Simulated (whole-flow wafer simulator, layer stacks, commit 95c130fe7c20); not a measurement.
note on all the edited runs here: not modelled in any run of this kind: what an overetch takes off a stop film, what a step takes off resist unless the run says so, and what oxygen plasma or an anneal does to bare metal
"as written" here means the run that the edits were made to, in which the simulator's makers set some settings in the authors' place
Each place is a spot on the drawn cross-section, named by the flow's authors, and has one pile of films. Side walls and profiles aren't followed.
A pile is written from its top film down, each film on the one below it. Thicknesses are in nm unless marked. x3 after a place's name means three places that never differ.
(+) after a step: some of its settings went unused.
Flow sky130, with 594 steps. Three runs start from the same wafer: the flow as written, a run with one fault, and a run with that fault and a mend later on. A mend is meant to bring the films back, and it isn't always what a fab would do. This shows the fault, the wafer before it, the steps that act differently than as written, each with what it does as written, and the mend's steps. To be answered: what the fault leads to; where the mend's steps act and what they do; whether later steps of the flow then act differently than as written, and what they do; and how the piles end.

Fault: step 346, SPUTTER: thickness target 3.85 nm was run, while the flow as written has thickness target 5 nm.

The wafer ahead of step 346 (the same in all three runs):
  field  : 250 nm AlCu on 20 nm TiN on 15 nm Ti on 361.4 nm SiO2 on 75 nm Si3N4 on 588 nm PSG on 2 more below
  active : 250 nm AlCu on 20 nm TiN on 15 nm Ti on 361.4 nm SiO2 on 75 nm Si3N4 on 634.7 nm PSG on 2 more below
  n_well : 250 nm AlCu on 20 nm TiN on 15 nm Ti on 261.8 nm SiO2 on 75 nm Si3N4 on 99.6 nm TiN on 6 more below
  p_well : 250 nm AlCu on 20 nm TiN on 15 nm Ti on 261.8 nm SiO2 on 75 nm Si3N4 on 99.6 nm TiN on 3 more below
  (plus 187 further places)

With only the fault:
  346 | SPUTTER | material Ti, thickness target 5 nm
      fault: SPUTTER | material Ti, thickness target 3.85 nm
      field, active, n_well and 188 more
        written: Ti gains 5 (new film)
        fault: Ti gains 3.85 (new film)
  Later steps of the flow acting differently than as written (not shown: 14 more steps that differ only slightly, by at most 2% or 0.5 nm, whichever is larger):
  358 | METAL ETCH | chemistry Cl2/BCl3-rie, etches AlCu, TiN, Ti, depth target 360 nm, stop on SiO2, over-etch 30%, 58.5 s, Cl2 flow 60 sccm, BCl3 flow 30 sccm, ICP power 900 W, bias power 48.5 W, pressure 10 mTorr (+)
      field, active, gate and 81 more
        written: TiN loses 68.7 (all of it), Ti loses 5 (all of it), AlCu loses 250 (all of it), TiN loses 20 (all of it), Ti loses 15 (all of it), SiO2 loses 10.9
        fault: TiN loses 68.7 (all of it), Ti loses 3.85 (all of it), AlCu loses 250 (all of it), TiN loses 20 (all of it), Ti loses 15 (all of it), SiO2 loses 11
  At n_well, p_well, gate_hv and 104 more, the piles at the end differ from the flow's by more than 2% or 0.5 nm, whichever is larger.
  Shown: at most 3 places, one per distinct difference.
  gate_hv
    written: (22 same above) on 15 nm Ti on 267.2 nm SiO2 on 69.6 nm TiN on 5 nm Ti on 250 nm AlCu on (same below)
    fault: (22 same above) on 15 nm Ti on 268.4 nm SiO2 on 69.6 nm TiN on 3.85 nm Ti on 250 nm AlCu on (same below)
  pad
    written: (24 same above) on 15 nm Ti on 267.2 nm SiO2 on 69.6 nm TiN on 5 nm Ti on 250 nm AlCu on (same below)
    fault: (24 same above) on 15 nm Ti on 268.4 nm SiO2 on 69.6 nm TiN on 3.85 nm Ti on 250 nm AlCu on (same below)
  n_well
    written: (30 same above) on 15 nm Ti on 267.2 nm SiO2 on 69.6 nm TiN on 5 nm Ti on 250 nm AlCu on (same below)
    fault: (30 same above) on 15 nm Ti on 268.4 nm SiO2 on 69.6 nm TiN on 3.85 nm Ti on 250 nm AlCu on (same below)

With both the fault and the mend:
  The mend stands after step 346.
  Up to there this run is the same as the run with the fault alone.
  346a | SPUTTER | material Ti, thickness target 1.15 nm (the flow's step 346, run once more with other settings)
      field, active, n_well and 188 more
        Ti gains 1.15
  None of the later steps of the flow acts differently than as written at any place that is followed.
  At every place that both follow, the piles at the end match the flow's.
